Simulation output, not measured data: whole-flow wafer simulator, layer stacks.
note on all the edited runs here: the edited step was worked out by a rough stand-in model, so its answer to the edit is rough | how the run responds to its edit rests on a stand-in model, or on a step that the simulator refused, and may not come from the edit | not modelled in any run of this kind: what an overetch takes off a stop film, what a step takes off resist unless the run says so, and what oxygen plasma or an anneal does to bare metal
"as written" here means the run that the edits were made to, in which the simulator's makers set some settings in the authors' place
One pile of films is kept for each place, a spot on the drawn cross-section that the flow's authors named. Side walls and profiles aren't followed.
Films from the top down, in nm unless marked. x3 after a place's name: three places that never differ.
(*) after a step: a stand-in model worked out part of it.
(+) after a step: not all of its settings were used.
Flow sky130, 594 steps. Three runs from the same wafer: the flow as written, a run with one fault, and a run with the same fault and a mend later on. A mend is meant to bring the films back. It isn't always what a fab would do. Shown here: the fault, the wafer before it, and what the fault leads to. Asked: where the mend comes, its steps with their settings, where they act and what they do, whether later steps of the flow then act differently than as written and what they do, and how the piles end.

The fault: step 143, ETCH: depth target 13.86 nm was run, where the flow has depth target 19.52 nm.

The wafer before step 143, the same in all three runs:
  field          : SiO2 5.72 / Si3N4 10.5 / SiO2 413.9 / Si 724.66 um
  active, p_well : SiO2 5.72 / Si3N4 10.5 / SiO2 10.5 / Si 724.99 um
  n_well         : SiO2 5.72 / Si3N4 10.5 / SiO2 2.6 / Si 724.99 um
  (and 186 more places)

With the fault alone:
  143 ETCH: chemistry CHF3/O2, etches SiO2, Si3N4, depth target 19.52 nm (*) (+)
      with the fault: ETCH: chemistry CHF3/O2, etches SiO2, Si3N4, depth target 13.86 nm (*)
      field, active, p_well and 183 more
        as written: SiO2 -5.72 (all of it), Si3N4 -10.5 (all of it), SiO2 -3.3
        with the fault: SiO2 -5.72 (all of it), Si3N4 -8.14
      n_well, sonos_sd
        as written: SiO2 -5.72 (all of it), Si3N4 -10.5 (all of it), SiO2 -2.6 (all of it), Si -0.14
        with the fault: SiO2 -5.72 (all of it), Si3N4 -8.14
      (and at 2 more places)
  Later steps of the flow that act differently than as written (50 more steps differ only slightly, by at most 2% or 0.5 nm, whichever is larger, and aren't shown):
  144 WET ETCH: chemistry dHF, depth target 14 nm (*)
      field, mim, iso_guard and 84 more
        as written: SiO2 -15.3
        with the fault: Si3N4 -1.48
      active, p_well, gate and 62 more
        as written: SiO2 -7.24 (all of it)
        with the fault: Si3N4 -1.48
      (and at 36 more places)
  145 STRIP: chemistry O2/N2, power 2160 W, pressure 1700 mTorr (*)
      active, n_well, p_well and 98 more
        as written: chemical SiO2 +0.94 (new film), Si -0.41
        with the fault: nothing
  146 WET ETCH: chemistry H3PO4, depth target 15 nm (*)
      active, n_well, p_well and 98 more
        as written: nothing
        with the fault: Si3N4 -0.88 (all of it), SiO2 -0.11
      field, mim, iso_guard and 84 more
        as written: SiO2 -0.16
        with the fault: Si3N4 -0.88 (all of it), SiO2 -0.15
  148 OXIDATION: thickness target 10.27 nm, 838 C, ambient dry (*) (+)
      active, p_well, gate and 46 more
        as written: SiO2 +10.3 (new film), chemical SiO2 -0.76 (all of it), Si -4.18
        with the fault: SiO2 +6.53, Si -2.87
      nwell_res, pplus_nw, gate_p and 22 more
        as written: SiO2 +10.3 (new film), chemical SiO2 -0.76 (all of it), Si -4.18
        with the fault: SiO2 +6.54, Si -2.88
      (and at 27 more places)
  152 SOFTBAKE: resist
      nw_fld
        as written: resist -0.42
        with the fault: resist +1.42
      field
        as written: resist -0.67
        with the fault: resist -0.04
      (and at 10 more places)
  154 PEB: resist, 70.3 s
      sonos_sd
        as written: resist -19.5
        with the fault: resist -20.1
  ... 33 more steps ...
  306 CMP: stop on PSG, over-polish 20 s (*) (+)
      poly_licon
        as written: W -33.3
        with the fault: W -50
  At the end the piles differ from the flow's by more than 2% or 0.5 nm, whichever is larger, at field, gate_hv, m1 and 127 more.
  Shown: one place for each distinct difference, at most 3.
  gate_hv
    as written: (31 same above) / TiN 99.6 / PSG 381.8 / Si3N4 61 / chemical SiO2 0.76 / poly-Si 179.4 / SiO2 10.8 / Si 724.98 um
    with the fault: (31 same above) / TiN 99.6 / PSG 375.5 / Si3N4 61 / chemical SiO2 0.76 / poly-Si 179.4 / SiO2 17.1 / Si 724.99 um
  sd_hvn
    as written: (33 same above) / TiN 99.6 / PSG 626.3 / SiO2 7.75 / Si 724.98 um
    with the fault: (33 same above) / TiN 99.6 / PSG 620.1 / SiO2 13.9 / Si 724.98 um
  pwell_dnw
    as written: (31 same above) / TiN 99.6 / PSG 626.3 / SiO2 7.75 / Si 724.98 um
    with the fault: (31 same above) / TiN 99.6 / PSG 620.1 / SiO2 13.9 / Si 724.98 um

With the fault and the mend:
  The mend comes after step 143.
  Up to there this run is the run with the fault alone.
  143a ETCH: chemistry CHF3/O2, etches SiO2, Si3N4, depth target 5.661 nm (*) (+) (the flow's step 143 once more, with other settings)
      field, active, p_well and 183 more
        Si3N4 -2.36 (all of it), SiO2 -3.3
      n_well, sonos_sd
        Si3N4 -2.36 (all of it), SiO2 -2.6 (all of it), Si -0.14
      sonos_cell, sonos_cell_x
        resist -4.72
  No later step of the flow acts differently than as written, at any place that is followed, by more than 2% or 0.5 nm, whichever is larger.
  At the end the piles are the same as the flow's at every place that both follow.
